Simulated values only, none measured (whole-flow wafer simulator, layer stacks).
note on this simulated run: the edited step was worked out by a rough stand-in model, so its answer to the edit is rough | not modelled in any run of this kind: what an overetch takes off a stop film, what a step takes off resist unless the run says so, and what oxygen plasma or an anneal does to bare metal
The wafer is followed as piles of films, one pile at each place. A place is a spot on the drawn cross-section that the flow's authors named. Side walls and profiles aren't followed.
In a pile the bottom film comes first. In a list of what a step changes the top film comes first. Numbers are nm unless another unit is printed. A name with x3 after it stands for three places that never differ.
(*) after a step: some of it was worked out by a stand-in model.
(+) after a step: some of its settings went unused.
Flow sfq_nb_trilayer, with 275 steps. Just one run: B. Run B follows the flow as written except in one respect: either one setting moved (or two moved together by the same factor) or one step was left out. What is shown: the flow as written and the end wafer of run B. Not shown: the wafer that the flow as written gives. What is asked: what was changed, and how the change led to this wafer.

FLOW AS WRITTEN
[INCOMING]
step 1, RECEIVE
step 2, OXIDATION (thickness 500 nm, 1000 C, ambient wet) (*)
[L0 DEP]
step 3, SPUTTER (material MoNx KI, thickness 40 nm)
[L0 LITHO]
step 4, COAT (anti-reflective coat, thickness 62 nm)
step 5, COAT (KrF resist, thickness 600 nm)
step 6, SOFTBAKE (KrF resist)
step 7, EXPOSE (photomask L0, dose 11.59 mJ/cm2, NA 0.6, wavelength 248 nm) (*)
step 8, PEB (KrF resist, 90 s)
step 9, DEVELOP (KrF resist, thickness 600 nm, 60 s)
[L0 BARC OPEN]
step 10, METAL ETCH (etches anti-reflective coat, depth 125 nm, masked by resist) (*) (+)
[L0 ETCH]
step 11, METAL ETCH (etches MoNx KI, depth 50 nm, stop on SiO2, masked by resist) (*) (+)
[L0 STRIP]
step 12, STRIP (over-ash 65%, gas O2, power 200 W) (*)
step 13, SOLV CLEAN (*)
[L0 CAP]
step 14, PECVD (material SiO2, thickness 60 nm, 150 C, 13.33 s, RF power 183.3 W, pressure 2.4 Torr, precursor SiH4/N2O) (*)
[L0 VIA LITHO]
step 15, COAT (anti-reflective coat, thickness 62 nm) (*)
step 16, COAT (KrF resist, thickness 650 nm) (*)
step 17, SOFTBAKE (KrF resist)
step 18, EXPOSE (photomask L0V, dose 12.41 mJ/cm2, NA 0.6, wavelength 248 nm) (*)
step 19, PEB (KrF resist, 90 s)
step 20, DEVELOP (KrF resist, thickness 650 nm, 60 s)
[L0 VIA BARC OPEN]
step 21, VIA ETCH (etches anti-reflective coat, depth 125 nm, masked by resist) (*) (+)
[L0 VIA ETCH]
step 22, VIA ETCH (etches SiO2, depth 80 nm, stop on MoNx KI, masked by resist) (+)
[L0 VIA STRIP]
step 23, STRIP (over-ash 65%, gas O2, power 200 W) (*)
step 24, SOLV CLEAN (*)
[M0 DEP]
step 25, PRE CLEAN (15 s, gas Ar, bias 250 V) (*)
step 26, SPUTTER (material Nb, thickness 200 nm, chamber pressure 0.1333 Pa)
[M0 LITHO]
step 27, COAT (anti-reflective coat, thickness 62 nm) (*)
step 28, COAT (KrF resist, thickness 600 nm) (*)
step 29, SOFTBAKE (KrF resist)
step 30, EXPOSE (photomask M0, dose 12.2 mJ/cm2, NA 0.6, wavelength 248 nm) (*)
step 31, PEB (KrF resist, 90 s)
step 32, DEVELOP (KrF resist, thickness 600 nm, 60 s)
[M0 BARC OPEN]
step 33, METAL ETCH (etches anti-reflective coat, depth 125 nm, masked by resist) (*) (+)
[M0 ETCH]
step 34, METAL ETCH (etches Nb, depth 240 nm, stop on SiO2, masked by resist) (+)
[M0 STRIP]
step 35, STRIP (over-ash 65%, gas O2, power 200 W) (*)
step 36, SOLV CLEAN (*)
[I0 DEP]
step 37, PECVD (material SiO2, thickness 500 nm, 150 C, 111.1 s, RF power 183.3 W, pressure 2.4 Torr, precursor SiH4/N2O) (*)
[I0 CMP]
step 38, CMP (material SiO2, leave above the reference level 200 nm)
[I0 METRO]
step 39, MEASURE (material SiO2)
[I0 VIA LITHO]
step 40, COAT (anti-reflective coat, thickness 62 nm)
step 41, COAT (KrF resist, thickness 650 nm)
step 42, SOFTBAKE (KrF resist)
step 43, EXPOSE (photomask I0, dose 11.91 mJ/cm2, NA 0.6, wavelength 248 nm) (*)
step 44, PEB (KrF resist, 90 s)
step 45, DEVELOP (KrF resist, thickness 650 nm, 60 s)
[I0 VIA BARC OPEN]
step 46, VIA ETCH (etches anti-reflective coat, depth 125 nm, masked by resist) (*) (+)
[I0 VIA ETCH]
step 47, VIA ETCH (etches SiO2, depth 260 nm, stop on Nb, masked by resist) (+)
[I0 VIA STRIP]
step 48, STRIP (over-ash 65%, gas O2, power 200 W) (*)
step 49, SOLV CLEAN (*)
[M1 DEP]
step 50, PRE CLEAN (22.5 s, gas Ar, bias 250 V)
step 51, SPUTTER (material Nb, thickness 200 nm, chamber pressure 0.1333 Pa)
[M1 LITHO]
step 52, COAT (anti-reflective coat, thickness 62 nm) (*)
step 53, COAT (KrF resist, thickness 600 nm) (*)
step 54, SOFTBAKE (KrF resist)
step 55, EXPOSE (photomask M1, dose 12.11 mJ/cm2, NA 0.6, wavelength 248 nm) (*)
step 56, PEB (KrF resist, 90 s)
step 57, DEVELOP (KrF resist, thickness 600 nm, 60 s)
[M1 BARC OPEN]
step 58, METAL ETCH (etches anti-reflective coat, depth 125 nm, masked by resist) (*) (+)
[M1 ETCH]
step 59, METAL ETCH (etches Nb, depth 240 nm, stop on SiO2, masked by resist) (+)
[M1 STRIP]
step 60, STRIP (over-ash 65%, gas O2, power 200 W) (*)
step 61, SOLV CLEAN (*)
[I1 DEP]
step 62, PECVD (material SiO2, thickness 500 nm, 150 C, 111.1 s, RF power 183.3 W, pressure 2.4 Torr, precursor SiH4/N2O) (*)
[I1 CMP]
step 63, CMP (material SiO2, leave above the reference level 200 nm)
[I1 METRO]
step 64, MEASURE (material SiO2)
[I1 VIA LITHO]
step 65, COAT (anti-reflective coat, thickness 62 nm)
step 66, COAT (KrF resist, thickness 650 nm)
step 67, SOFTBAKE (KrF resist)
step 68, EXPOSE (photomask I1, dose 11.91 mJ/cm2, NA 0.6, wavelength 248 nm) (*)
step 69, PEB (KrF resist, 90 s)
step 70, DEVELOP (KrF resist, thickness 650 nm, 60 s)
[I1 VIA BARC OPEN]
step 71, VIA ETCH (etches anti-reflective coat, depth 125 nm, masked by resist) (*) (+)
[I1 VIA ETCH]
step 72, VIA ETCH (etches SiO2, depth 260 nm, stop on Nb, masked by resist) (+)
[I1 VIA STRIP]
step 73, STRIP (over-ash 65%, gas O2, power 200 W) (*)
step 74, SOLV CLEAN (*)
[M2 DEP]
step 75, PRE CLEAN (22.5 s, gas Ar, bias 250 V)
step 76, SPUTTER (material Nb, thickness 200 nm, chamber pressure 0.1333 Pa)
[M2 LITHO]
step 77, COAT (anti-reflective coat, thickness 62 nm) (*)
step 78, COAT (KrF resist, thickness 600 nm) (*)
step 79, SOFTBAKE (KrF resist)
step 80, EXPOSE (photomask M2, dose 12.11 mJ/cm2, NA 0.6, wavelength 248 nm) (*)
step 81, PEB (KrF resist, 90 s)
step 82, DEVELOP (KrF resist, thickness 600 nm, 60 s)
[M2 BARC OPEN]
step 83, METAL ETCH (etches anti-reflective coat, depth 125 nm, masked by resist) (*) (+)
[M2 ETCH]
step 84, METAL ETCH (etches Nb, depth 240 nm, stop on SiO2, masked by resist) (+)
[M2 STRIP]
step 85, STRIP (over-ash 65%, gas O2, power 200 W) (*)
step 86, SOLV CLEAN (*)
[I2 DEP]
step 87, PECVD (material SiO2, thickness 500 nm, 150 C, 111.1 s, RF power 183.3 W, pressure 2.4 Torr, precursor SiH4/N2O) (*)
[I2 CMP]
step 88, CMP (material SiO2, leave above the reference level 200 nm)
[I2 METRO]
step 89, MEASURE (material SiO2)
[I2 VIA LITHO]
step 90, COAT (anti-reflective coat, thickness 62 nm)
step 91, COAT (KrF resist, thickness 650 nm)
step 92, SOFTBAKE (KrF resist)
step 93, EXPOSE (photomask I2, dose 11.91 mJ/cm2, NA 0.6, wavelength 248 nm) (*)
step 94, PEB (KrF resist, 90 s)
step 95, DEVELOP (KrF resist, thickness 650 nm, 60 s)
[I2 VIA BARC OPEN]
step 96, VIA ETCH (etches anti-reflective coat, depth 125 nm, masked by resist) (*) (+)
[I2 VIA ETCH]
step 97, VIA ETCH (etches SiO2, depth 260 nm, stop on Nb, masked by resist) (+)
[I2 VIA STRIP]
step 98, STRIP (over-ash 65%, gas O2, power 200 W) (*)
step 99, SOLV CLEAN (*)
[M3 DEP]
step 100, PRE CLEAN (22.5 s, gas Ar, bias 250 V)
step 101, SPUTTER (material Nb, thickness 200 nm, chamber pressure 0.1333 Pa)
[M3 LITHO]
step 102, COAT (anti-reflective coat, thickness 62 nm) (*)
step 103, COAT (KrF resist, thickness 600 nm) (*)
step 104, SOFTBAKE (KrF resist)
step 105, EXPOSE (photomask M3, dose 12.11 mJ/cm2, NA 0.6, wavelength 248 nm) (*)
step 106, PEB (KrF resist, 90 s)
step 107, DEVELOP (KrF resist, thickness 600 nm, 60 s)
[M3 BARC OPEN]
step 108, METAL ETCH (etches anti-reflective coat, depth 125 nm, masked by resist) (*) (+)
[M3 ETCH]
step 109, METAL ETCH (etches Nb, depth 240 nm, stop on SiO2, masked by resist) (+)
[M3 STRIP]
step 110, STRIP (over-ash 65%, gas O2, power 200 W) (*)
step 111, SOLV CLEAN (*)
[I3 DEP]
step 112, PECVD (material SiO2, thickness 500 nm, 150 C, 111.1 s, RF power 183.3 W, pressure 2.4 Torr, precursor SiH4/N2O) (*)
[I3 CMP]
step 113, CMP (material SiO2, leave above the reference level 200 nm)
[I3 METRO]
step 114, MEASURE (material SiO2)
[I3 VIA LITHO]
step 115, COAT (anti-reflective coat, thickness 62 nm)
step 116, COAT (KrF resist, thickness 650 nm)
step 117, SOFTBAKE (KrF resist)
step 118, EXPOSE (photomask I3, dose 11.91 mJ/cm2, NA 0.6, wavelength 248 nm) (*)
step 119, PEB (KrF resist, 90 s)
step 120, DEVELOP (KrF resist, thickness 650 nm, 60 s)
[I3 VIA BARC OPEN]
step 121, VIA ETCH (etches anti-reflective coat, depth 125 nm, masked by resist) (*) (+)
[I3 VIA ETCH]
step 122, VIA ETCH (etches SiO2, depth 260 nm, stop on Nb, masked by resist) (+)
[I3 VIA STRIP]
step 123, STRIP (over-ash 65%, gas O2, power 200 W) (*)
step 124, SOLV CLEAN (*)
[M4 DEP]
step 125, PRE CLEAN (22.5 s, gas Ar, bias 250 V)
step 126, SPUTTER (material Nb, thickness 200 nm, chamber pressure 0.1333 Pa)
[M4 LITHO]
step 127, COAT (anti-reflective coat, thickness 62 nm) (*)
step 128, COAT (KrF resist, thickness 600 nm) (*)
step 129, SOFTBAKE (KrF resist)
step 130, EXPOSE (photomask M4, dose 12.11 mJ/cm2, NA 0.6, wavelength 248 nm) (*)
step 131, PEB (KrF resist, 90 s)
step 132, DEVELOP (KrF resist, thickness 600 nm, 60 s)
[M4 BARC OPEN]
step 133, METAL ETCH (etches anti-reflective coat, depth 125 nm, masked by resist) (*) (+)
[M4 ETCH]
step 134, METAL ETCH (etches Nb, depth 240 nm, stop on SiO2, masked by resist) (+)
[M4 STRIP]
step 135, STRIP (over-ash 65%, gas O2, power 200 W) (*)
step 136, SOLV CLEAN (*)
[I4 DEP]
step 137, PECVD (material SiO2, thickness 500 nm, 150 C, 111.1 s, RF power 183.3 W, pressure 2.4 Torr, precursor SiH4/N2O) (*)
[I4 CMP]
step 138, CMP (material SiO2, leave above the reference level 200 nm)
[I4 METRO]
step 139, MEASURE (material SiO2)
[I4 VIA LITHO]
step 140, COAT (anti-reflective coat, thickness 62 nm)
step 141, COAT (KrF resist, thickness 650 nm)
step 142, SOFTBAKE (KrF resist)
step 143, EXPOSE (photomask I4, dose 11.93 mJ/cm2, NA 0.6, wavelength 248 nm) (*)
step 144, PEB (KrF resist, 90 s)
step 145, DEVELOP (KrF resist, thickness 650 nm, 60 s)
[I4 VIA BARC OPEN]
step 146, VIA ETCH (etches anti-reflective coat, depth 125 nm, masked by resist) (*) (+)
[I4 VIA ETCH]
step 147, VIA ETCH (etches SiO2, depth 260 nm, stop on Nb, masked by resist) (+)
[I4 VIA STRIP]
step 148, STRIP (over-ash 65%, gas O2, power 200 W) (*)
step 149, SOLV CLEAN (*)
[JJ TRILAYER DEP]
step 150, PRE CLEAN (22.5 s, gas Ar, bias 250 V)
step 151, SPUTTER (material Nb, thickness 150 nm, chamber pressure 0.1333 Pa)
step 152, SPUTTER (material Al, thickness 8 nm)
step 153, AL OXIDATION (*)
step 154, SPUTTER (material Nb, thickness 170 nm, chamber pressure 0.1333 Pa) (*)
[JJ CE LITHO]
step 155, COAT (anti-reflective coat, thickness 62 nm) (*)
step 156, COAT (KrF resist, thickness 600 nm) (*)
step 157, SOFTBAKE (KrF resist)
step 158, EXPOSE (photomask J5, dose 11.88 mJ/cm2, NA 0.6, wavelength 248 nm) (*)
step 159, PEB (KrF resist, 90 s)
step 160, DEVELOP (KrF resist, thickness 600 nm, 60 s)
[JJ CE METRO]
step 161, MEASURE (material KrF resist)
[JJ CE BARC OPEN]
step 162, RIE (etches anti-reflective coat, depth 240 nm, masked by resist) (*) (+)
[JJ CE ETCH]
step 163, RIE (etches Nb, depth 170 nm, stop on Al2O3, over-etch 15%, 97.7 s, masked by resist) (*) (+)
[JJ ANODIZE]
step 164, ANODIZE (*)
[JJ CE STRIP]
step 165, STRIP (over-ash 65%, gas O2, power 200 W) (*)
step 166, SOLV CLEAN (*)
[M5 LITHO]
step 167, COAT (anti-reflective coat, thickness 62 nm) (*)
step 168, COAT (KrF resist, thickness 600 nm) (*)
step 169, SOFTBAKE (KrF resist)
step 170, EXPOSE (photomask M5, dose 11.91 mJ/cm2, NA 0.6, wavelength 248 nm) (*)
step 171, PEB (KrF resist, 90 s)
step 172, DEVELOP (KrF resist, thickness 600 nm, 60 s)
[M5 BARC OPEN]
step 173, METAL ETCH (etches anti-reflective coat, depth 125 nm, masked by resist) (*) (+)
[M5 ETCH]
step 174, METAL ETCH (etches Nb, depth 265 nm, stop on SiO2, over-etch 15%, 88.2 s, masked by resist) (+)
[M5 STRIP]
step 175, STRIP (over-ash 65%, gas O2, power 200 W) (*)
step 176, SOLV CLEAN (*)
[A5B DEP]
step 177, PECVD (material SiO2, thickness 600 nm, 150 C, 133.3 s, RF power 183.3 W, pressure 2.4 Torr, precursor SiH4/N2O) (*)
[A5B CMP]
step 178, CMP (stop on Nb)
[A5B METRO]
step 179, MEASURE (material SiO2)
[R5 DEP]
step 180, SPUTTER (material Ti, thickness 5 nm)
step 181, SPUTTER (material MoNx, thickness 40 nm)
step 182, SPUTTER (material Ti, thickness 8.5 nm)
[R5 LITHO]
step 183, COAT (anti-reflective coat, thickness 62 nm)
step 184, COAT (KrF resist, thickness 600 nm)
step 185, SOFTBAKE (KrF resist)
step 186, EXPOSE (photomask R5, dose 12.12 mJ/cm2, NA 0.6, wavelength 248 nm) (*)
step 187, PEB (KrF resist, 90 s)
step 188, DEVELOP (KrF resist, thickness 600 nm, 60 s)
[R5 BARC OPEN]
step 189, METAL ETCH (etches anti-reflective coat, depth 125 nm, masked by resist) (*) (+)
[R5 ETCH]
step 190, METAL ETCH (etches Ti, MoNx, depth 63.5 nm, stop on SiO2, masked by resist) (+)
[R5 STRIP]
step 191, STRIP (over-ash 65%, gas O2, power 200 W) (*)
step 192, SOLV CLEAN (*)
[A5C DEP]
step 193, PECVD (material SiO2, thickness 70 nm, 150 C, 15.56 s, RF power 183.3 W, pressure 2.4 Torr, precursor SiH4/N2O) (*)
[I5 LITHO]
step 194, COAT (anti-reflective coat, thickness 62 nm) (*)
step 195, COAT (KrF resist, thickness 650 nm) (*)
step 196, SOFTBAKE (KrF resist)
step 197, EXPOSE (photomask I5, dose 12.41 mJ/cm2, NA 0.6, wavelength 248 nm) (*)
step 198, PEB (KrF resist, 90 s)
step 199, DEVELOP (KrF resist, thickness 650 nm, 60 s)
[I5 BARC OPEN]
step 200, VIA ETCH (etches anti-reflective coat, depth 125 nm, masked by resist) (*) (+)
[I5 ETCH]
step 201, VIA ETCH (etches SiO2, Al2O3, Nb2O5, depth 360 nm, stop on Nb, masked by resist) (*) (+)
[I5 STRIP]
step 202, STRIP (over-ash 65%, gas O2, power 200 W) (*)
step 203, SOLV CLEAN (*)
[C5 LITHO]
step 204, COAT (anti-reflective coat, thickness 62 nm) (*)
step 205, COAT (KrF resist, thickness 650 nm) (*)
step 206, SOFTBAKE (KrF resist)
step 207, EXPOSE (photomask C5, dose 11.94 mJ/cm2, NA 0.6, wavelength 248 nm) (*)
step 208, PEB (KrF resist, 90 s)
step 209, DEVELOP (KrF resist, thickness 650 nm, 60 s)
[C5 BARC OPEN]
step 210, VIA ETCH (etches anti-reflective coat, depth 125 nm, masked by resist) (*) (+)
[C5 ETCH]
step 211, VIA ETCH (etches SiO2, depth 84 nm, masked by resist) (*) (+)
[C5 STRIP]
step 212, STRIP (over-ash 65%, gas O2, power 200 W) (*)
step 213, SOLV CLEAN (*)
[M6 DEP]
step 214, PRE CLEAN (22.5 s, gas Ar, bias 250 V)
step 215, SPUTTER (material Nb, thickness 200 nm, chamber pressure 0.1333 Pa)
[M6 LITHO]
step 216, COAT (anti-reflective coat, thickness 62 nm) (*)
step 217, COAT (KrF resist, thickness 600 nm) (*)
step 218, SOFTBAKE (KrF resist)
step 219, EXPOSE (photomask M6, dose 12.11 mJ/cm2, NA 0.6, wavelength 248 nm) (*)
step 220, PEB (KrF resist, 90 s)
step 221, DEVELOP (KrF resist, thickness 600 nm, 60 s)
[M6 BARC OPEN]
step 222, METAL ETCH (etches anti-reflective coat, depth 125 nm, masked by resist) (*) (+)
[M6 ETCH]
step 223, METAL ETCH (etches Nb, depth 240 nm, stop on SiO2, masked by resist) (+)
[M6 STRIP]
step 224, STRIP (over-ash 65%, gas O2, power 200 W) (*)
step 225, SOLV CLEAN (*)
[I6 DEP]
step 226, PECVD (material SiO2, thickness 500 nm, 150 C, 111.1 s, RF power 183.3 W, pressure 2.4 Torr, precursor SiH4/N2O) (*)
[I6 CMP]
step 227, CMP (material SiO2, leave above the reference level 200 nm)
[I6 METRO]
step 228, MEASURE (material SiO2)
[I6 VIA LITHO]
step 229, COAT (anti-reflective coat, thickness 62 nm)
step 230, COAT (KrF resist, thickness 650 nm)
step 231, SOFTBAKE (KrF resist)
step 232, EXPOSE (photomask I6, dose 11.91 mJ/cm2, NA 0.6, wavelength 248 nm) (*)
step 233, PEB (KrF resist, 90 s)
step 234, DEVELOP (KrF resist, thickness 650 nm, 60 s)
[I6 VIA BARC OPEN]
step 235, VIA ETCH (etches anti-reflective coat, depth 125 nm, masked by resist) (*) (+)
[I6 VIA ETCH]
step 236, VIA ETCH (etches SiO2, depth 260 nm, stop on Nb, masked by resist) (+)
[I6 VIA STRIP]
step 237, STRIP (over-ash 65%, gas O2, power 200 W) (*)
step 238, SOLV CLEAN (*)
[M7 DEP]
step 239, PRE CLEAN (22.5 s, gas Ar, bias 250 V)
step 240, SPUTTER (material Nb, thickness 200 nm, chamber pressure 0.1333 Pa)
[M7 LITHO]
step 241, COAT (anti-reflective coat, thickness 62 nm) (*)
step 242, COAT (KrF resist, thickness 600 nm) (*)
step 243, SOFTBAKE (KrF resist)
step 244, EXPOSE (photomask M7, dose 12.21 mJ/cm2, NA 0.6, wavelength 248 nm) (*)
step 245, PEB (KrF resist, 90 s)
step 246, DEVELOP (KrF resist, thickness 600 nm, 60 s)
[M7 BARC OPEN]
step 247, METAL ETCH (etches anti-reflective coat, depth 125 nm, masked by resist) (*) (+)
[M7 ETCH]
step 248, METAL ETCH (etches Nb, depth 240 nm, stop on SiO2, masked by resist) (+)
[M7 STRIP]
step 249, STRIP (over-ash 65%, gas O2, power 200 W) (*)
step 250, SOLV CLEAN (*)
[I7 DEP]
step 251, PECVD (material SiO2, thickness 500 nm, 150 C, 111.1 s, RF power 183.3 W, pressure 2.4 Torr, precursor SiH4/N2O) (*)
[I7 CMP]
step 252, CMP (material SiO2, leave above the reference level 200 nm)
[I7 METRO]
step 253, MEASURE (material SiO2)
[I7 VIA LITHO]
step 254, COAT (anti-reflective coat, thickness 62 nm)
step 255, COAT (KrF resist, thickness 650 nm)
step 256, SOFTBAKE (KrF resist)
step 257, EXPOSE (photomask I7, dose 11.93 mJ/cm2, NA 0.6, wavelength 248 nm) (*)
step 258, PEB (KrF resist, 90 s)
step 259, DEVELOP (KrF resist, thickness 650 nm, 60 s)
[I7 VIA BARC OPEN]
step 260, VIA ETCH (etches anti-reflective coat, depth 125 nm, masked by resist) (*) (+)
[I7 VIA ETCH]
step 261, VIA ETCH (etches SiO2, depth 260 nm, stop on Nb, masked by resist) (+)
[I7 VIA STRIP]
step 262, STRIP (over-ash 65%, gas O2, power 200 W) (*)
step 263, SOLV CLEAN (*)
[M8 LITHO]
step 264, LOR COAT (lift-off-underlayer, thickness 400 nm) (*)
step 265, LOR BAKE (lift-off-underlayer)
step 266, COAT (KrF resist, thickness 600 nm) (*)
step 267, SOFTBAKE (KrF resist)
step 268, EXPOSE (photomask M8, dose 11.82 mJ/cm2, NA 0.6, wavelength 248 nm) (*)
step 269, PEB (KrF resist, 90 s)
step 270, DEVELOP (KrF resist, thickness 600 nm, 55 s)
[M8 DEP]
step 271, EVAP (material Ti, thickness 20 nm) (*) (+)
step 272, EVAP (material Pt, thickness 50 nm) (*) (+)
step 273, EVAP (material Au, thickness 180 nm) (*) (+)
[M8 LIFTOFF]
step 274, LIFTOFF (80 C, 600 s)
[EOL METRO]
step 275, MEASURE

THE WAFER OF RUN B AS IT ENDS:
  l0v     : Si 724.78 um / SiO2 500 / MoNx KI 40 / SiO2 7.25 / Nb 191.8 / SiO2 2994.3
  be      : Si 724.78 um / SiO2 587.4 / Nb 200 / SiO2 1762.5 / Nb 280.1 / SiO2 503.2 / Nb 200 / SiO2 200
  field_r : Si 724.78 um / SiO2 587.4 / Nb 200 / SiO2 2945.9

What caused this: step 14, PECVD: thickness 92.4 nm was run, while the flow as written has thickness 60 nm; step 14, PECVD: 20.53 s was run, where the flow has 13.33 s.

Step by step, how the change led to this:
  step 14, PECVD (material SiO2, thickness 60 nm, 150 C, 13.33 s, RF power 183.3 W, pressure 2.4 Torr, precursor SiH4/N2O) (*)
      v_sur, via_wl, via_w and 97 more: +92.4 SiO2 (as written it would have been: +60 SiO2)
      field_l, l0_sur, l0v, l0r_line_l, l0r_line_c, l0r_line_r: +92.4 SiO2 (new film) (as written it would have been: +60 SiO2 (new film))
  step 22, VIA ETCH (etches SiO2, depth 80 nm, stop on MoNx KI, masked by resist) (+)
      l0v: -80 SiO2 (as written it would have been: -59.8 SiO2 (all of it))
  step 25, PRE CLEAN (15 s, gas Ar, bias 250 V) (*)
      l0v: -5 SiO2 (as written it would have been: -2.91 MoNx KI)
  step 27, COAT (anti-reflective coat, thickness 62 nm) (*)
      l0_sur: +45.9 anti-reflective coat (new film) (as written it would have been: +47.5 anti-reflective coat (new film))
      l0v: +83.5 anti-reflective coat (new film) (as written it would have been: +78 anti-reflective coat (new film))
  step 28, COAT (KrF resist, thickness 600 nm) (*)
      l0v: +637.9 KrF resist (new film) (as written it would have been: +622.9 KrF resist (new film))
  step 35, STRIP (over-ash 65%, gas O2, power 200 W) (*)
      l0_sur: -369.6 KrF resist (all of it), -45.9 anti-reflective coat (all of it) (as written it would have been: -372 KrF resist (all of it), -47.5 anti-reflective coat (all of it))
      l0v: -420.2 KrF resist (all of it), -83.5 anti-reflective coat (all of it) (as written it would have been: -405.3 KrF resist (all of it), -78 anti-reflective coat (all of it))
  step 38, CMP (material SiO2, leave above the reference level 200 nm)
      l0v: -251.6 SiO2 (as written it would have been: -277.8 SiO2)
If metal films that touch count as one body, l0v has 2 bodies (between them, from the top down: SiO2 7.25); the flow as written gives 1 body.
